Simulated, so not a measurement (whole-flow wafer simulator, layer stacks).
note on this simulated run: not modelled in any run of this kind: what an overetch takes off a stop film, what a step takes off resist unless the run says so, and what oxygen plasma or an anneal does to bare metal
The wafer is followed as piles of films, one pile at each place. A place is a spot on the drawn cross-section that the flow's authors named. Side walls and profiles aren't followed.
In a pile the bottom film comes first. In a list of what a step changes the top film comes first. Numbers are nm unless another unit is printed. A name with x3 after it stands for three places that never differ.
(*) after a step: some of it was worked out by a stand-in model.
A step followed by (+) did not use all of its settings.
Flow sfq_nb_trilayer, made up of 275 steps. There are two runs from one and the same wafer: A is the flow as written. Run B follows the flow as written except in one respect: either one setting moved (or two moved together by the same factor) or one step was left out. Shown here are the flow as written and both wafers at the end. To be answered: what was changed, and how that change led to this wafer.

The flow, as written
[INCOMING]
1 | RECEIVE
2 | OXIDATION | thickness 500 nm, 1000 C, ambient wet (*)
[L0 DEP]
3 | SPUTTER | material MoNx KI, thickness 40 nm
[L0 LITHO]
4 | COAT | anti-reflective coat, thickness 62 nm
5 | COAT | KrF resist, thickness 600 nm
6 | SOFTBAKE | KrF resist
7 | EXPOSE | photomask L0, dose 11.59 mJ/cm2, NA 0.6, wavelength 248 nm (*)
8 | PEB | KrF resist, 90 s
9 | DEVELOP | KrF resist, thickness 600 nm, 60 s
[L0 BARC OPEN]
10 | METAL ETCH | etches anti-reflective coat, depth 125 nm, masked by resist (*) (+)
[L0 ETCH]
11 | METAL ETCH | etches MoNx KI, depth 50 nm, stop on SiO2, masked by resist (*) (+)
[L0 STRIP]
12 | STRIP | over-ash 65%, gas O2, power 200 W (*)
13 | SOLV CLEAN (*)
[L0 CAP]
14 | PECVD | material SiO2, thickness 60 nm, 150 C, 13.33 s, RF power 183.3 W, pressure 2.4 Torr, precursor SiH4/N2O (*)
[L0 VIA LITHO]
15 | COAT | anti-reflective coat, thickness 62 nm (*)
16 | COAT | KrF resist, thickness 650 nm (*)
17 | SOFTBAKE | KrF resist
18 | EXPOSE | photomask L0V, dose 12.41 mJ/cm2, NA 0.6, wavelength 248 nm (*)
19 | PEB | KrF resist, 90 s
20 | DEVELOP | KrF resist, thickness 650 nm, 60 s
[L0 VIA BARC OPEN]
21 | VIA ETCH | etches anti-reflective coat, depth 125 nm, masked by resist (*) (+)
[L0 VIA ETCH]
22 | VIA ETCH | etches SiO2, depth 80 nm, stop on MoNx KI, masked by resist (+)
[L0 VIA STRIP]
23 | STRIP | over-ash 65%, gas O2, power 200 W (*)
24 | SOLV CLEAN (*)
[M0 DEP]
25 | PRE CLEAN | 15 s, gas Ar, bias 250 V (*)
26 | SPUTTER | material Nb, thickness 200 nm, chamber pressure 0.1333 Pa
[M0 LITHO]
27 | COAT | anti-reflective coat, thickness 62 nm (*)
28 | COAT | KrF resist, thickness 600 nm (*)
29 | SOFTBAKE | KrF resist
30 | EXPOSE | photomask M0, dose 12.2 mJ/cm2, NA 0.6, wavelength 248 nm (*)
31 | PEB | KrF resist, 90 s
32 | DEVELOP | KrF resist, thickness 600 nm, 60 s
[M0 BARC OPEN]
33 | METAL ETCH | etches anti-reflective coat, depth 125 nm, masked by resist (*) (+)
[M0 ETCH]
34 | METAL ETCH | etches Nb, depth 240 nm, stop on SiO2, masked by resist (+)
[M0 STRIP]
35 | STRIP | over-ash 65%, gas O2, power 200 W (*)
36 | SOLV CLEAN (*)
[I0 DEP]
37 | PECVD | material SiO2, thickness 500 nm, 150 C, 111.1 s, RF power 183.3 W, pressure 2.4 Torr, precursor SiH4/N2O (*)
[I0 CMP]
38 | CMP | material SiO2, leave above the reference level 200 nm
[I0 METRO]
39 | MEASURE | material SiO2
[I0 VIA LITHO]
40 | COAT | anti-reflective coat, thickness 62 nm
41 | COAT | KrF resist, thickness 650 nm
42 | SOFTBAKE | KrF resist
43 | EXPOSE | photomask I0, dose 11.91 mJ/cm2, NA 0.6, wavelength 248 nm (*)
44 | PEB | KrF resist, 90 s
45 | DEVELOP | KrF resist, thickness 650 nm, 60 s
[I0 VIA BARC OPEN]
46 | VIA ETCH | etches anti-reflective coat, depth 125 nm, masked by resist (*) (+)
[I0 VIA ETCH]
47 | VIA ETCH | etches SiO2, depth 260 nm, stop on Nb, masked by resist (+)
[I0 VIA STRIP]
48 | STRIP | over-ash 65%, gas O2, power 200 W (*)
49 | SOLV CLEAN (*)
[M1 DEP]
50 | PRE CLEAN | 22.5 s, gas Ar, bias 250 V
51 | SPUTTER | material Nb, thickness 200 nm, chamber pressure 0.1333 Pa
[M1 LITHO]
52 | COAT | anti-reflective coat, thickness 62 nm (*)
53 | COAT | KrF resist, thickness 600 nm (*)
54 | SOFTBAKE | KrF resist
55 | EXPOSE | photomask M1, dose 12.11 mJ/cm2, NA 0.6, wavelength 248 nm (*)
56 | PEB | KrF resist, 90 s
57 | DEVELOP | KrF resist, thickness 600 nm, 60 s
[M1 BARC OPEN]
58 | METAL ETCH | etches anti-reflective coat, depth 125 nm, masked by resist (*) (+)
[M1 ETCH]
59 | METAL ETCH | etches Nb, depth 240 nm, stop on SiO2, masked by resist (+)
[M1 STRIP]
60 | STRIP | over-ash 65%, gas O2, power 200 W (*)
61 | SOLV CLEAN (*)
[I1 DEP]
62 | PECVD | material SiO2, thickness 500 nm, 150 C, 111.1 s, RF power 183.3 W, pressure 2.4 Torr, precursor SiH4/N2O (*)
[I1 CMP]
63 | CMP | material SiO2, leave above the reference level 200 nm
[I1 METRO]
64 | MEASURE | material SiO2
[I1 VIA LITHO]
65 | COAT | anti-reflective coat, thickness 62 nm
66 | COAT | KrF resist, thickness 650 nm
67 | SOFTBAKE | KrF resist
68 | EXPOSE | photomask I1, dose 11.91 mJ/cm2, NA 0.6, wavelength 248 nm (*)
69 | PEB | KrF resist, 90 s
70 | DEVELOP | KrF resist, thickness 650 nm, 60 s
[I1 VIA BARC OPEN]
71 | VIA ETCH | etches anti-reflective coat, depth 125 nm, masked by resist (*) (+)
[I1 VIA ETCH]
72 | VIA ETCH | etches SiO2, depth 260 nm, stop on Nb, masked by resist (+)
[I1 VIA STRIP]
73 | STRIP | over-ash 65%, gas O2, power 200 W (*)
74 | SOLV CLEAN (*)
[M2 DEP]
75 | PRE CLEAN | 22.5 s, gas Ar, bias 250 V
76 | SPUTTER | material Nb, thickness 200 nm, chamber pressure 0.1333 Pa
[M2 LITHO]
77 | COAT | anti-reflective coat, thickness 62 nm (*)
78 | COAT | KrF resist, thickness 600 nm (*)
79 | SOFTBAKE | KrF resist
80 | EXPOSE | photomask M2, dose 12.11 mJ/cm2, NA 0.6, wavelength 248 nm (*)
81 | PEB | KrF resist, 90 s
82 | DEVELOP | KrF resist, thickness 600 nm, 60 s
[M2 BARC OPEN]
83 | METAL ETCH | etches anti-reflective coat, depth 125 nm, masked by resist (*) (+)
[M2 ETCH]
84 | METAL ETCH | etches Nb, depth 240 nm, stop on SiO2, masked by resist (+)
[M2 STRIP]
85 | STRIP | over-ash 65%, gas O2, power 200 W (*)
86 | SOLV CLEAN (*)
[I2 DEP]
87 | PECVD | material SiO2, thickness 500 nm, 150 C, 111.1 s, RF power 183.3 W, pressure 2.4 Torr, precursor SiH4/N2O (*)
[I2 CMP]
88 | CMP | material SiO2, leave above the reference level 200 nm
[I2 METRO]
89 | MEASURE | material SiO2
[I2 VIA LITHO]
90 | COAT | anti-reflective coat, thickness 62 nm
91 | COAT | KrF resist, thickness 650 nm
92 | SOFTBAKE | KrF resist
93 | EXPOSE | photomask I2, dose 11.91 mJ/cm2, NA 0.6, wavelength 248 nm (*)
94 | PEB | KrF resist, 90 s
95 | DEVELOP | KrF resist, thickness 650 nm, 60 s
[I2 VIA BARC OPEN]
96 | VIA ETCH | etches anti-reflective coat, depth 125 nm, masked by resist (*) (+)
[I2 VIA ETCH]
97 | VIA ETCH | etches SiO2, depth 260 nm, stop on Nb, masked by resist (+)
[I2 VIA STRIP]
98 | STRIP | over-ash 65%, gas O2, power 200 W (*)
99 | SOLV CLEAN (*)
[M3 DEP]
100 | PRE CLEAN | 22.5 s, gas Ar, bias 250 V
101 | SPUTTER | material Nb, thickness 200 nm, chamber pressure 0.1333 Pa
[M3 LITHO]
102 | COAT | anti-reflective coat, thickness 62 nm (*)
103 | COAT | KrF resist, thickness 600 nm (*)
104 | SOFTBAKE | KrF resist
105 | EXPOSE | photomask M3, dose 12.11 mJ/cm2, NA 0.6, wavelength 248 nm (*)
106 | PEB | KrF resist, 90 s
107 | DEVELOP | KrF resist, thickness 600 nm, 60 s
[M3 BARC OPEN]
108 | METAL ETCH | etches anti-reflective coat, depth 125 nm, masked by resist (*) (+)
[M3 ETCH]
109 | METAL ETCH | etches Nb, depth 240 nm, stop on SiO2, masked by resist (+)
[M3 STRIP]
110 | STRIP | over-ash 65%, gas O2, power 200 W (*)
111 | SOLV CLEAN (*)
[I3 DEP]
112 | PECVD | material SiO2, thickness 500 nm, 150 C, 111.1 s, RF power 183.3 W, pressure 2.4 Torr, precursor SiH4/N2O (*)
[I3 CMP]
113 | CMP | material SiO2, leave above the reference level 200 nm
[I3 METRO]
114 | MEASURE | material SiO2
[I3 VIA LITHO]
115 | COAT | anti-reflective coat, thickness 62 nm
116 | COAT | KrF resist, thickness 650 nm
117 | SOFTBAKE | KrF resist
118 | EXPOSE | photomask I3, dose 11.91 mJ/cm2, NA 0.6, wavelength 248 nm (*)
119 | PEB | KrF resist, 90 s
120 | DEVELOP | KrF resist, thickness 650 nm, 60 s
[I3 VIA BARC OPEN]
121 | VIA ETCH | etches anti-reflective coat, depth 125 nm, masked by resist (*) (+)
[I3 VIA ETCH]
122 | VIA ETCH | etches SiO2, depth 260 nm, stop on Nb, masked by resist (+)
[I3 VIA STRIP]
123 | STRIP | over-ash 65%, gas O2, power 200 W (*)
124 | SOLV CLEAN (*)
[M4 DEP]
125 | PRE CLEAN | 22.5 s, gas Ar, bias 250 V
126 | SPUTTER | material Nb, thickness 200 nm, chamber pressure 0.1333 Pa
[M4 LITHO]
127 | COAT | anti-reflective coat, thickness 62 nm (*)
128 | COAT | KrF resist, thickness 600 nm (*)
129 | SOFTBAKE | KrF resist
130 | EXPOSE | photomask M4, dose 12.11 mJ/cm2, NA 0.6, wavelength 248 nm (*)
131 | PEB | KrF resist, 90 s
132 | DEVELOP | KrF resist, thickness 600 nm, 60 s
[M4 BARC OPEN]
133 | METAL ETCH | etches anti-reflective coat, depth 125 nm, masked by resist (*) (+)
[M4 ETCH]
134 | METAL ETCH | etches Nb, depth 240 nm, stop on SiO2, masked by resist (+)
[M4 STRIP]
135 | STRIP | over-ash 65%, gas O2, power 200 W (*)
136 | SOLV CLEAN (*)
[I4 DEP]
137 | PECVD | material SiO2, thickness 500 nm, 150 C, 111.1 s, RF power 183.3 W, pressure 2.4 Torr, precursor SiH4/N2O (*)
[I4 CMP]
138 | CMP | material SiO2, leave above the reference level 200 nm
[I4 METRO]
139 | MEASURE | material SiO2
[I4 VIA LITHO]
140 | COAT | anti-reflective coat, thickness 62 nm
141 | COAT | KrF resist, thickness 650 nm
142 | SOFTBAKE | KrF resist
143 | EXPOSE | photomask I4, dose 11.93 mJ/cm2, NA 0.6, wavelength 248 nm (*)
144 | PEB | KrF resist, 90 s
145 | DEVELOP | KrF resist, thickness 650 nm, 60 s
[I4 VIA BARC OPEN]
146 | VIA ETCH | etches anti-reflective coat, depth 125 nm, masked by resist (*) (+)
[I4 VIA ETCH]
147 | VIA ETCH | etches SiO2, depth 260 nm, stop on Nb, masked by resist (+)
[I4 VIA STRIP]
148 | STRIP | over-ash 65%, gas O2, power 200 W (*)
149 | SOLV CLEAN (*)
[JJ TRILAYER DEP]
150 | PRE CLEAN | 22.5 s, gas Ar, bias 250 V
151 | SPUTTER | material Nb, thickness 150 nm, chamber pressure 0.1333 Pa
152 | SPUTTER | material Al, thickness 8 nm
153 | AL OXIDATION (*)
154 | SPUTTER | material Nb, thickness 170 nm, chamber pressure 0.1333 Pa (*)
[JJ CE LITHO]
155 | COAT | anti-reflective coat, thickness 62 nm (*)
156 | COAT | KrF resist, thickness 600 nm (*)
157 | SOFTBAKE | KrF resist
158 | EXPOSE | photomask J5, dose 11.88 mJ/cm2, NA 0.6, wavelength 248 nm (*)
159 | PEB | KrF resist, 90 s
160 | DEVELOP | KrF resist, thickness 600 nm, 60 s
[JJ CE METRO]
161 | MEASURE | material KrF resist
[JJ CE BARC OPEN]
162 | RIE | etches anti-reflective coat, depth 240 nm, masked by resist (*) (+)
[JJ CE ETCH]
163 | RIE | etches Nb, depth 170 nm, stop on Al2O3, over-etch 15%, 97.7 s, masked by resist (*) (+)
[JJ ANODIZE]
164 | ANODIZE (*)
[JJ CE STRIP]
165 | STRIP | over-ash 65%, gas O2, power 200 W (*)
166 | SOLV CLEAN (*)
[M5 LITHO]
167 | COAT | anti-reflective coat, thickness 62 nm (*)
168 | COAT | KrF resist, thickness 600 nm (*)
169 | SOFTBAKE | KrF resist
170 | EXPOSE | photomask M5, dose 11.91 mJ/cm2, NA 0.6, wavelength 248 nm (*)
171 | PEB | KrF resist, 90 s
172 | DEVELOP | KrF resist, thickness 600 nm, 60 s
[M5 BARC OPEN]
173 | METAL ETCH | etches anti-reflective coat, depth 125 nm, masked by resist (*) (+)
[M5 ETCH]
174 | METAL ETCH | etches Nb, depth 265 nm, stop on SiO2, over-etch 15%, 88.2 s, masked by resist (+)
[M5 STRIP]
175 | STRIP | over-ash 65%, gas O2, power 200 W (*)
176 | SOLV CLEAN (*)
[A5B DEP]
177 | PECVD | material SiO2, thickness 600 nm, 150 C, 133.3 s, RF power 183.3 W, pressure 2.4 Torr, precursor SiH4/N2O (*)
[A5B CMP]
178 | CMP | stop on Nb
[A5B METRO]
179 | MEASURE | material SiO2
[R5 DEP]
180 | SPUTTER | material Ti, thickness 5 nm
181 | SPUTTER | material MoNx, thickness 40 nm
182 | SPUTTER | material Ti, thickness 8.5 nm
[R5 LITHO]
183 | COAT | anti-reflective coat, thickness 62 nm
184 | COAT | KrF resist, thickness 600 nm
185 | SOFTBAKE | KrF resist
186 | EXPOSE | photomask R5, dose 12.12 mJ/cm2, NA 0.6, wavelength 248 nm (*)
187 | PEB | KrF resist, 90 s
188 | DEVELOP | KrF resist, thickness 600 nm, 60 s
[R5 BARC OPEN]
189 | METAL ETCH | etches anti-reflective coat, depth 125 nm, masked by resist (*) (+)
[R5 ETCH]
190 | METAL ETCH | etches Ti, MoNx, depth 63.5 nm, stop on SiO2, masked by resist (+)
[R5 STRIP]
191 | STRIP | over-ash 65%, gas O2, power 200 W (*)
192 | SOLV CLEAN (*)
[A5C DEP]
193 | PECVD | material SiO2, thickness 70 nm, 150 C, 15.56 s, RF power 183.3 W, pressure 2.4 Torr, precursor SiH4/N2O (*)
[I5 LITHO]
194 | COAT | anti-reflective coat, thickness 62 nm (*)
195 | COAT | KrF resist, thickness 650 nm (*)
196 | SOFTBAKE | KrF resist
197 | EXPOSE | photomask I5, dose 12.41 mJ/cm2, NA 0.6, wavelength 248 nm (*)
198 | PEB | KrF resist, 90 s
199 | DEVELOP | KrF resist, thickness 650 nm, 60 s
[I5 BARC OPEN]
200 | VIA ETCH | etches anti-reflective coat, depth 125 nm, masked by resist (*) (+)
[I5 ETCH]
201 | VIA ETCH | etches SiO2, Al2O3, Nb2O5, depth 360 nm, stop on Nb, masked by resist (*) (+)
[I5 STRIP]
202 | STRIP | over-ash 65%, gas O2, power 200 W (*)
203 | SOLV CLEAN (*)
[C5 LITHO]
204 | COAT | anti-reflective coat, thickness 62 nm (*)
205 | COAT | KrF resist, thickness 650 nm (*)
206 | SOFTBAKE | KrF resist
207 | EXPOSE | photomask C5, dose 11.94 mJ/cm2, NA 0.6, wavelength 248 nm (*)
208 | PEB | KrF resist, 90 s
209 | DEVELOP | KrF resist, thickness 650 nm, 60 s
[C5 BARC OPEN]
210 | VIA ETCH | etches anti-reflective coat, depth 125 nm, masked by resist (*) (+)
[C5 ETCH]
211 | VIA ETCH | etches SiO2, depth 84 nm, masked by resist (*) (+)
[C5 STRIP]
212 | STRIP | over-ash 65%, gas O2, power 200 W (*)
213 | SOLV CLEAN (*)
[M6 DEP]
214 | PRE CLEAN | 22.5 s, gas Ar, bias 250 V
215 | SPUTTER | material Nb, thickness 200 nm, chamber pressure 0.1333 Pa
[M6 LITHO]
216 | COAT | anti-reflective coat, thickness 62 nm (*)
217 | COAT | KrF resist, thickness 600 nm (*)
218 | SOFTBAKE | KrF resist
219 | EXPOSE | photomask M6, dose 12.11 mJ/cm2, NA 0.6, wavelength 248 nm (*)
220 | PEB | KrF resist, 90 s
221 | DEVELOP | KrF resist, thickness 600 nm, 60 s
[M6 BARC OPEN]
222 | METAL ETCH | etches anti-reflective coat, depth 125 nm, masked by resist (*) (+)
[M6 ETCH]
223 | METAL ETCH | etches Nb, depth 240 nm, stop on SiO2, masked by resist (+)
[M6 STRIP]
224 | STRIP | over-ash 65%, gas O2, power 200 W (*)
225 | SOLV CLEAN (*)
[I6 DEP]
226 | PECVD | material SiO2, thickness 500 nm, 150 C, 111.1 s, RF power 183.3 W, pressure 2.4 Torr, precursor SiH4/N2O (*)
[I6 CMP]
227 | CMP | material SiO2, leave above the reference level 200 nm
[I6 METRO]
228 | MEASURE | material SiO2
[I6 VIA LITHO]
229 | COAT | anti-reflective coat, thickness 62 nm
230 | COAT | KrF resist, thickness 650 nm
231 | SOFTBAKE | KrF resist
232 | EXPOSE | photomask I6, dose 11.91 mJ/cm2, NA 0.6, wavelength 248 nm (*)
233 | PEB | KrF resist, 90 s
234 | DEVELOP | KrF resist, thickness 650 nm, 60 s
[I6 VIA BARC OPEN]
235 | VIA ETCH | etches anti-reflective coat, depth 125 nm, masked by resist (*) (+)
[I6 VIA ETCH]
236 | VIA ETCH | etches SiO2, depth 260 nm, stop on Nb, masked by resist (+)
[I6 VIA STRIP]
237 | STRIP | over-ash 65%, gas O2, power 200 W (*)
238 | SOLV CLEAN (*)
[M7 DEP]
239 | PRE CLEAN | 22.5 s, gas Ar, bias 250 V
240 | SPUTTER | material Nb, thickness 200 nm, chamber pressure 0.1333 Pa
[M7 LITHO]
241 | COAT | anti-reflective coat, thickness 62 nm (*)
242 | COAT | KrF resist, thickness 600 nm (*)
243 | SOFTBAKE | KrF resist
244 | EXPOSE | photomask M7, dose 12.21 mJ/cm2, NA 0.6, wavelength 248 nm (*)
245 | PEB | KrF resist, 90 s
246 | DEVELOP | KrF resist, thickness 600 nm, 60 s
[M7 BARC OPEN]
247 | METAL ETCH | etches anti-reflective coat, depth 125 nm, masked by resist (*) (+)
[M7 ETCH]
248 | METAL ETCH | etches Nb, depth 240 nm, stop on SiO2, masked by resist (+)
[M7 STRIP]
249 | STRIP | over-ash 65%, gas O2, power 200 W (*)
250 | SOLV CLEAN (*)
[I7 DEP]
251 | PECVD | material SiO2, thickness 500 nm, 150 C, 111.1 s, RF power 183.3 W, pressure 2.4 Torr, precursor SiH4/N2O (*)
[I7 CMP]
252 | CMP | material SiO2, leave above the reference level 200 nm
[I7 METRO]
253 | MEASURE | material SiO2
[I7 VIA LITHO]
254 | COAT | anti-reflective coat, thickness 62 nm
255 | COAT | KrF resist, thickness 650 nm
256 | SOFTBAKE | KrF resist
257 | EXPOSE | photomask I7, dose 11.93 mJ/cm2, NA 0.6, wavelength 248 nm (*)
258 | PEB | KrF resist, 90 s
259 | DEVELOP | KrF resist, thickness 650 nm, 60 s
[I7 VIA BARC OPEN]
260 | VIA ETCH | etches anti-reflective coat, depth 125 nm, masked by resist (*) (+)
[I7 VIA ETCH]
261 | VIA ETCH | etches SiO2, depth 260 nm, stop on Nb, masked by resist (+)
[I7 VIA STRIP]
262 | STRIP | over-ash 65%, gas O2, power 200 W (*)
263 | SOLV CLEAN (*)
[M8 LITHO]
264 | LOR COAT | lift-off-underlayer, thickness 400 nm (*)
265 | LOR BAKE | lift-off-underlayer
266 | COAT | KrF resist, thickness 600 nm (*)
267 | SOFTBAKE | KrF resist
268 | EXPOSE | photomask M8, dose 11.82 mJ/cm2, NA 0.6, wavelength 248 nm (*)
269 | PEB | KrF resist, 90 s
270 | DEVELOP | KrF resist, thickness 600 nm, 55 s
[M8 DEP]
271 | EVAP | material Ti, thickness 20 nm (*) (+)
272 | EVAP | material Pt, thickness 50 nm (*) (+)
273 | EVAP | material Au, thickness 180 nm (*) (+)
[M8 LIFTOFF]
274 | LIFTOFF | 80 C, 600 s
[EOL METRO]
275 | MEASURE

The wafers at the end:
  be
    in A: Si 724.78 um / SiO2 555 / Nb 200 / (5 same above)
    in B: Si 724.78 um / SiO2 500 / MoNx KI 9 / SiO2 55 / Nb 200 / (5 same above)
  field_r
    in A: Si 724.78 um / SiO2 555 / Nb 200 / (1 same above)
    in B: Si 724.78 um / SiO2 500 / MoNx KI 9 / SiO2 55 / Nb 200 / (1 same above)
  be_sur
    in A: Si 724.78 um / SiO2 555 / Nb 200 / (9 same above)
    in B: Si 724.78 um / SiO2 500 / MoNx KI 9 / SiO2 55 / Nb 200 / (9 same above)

Cause: step 3, SPUTTER: thickness 59 nm was run, though the flow has thickness 40 nm.

Step by step, how the change led to this:
  3 | SPUTTER | material MoNx KI, thickness 40 nm
      field_l, v_sur, via_wl and 103 more: A +40 MoNx KI (new film) | B +59 MoNx KI (new film)
  11 | METAL ETCH | etches MoNx KI, depth 50 nm, stop on SiO2, masked by resist (*) (+)
      v_sur, via_wl, via_w and 97 more: A -40 MoNx KI (all of it) | B -50 MoNx KI
  14 | PECVD | material SiO2, thickness 60 nm, 150 C, 13.33 s, RF power 183.3 W, pressure 2.4 Torr, precursor SiH4/N2O (*)
      v_sur, via_wl, via_w and 97 more: A +60 SiO2 | B +60 SiO2 (new film)
  15 | COAT | anti-reflective coat, thickness 62 nm (*)
      field_l: A +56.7 anti-reflective coat (new film) | B +55.5 anti-reflective coat (new film)
      v_sur: A +72.2 anti-reflective coat (new film) | B +74.9 anti-reflective coat (new film)
      (also at 2 further places)
  23 | STRIP | over-ash 65%, gas O2, power 200 W (*)
      field_l: A -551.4 KrF resist (all of it), -56.7 anti-reflective coat (all of it) | B -549.3 KrF resist (all of it), -55.5 anti-reflective coat (all of it)
      v_sur: A -570.5 KrF resist (all of it), -72.2 anti-reflective coat (all of it) | B -573.1 KrF resist (all of it), -74.9 anti-reflective coat (all of it)
      (also at 2 further places)
  27 | COAT | anti-reflective coat, thickness 62 nm (*)
      v_sur: A +72.3 anti-reflective coat (new film) | B +75.1 anti-reflective coat (new film)
      l0_sur: A +47.5 anti-reflective coat (new film) | B +46.5 anti-reflective coat (new film)
      (also at 1 further place)
  35 | STRIP | over-ash 65%, gas O2, power 200 W (*)
      v_sur: A -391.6 KrF resist (all of it), -72.3 anti-reflective coat (all of it) | B -393.9 KrF resist (all of it), -75.1 anti-reflective coat (all of it)
      l0_sur: A -372 KrF resist (all of it), -47.5 anti-reflective coat (all of it) | B -369.2 KrF resist (all of it), -46.5 anti-reflective coat (all of it)
      (also at 1 further place)
  38 | CMP | material SiO2, leave above the reference level 200 nm
      field_l, l0_sur, l0r_line_l, l0r_line_c, l0r_line_r: A -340 SiO2 | B -350 SiO2
      l0v: A -277.8 SiO2 | B -287.8 SiO2
Taking metal films that touch as one body, be has 4 bodies (between them, from the top down: SiO2 503.2; SiO2 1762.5; SiO2 55); the flow as written gives 3 bodies (between them, from the top down: SiO2 503.2; SiO2 1762.5).
Taking metal films that touch as one body, field_r has 2 bodies (between them, from the top down: SiO2 55); the flow as written gives 1 body.
Taking metal films that touch as one body, be_sur has 5 bodies (between them, from the top down: SiO2 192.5; SiO2 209 / Al2O3 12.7 / Nb2O5 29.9; SiO2 1762.5; SiO2 55); the flow as written gives 4 bodies (between them, from the top down: SiO2 192.5; SiO2 209 / Al2O3 12.7 / Nb2O5 29.9; SiO2 1762.5).
